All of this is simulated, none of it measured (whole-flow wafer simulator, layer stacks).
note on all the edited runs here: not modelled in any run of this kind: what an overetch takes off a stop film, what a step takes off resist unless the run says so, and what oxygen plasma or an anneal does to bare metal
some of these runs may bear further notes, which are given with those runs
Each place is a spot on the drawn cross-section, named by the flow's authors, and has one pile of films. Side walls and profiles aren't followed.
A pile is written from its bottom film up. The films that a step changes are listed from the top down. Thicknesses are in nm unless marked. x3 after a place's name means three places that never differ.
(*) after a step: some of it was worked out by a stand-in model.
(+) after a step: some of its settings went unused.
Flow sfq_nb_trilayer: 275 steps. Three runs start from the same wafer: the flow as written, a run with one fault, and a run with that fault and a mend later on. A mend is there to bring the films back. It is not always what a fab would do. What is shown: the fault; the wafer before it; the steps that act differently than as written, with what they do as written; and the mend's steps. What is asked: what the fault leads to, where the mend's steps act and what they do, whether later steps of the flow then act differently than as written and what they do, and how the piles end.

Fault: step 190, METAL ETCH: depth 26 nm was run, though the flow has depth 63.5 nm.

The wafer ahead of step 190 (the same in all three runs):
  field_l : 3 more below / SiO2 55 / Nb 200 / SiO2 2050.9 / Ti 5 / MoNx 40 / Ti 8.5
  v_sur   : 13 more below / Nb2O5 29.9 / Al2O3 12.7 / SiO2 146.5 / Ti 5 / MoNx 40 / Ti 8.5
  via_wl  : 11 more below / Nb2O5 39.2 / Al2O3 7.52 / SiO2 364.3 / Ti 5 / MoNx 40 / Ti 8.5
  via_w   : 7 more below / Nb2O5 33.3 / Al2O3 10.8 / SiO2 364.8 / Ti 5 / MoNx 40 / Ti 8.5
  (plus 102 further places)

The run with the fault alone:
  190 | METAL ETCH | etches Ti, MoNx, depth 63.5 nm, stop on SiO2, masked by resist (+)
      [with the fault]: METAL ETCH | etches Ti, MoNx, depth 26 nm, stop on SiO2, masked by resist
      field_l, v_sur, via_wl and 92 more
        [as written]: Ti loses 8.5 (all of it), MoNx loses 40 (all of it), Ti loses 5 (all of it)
        [with the fault]: Ti loses 8.5 (all of it), MoNx loses 17.5
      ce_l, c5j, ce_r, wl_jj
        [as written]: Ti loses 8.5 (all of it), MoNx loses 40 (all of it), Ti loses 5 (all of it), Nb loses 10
        [with the fault]: Ti loses 8.5 (all of it), MoNx loses 17.5
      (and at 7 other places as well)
  Steps later in the flow that act otherwise than as written (not shown: 7 more steps that differ only slightly, by at most 2% or 0.5 nm, whichever is larger):
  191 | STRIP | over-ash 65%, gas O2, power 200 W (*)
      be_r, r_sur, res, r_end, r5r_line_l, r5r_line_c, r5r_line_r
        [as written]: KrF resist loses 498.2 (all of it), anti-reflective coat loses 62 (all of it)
        [with the fault]: KrF resist loses 513.2 (all of it), anti-reflective coat loses 62 (all of it)
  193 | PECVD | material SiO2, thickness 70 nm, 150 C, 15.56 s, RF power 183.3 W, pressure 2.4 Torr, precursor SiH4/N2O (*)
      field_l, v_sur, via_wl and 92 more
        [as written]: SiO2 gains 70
        [with the fault]: SiO2 gains 70 (new film)
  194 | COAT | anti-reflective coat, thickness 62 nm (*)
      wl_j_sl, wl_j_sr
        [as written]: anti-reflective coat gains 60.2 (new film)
        [with the fault]: anti-reflective coat gains 62 (new film)
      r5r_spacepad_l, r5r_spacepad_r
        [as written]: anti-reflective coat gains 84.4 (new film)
        [with the fault]: anti-reflective coat gains 72.6 (new film)
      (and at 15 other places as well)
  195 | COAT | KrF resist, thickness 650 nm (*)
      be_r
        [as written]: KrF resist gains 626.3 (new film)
        [with the fault]: KrF resist gains 639.1 (new film)
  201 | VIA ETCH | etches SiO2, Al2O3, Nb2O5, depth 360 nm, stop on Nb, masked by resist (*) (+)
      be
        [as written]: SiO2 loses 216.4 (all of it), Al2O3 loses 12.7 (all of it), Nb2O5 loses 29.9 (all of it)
        [with the fault]: SiO2 loses 69.8 (all of it), MoNx loses 22.5 (all of it), Ti loses 5 (all of it), SiO2 loses 146.5 (all of it), Al2O3 loses 12.7 (all of it), Nb2O5 loses 29.9 (all of it)
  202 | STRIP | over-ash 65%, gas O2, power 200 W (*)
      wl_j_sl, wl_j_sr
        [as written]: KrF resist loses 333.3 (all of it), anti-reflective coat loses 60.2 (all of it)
        [with the fault]: KrF resist loses 333.3 (all of it), anti-reflective coat loses 62 (all of it)
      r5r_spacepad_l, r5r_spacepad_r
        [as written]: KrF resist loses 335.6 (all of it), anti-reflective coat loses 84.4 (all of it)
        [with the fault]: KrF resist loses 334.4 (all of it), anti-reflective coat loses 72.6 (all of it)
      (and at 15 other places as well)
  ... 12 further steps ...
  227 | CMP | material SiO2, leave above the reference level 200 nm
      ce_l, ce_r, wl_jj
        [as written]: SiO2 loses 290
        [with the fault]: SiO2 loses 300
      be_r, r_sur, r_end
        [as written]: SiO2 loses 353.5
        [with the fault]: SiO2 loses 326
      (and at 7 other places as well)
  The piles end different from the flow's at field_l, v_sur, via_wl and 103 more by more than 2% or 0.5 nm, whichever is larger.
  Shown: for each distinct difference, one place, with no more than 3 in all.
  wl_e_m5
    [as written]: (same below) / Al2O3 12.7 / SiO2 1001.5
    [with the fault]: (same below) / Al2O3 12.7 / SiO2 146.5 / Ti 5 / MoNx 22.5 / SiO2 855
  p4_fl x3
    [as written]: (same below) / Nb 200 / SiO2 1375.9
    [with the fault]: (same below) / Nb 200 / SiO2 520.9 / Ti 5 / MoNx 22.5 / SiO2 855
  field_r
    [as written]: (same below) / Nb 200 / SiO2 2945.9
    [with the fault]: (same below) / Nb 200 / SiO2 2090.9 / Ti 5 / MoNx 22.5 / SiO2 855

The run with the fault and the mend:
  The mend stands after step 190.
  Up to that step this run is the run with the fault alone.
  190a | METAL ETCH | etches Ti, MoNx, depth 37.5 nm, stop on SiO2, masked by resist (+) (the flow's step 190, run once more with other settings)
      field_l, v_sur, via_wl and 92 more
        MoNx loses 22.5 (all of it), Ti loses 5 (all of it)
      be_r, r_sur, res, r_end, r5r_line_l, r5r_line_c, r5r_line_r
        KrF resist loses 15
      ce_l, c5j, ce_r, wl_jj
        MoNx loses 22.5 (all of it), Ti loses 5 (all of it), Nb loses 10
  None of the later steps of the flow acts differently than as written at any place that is followed.
  The piles end the same as the flow's at every place that both follow.
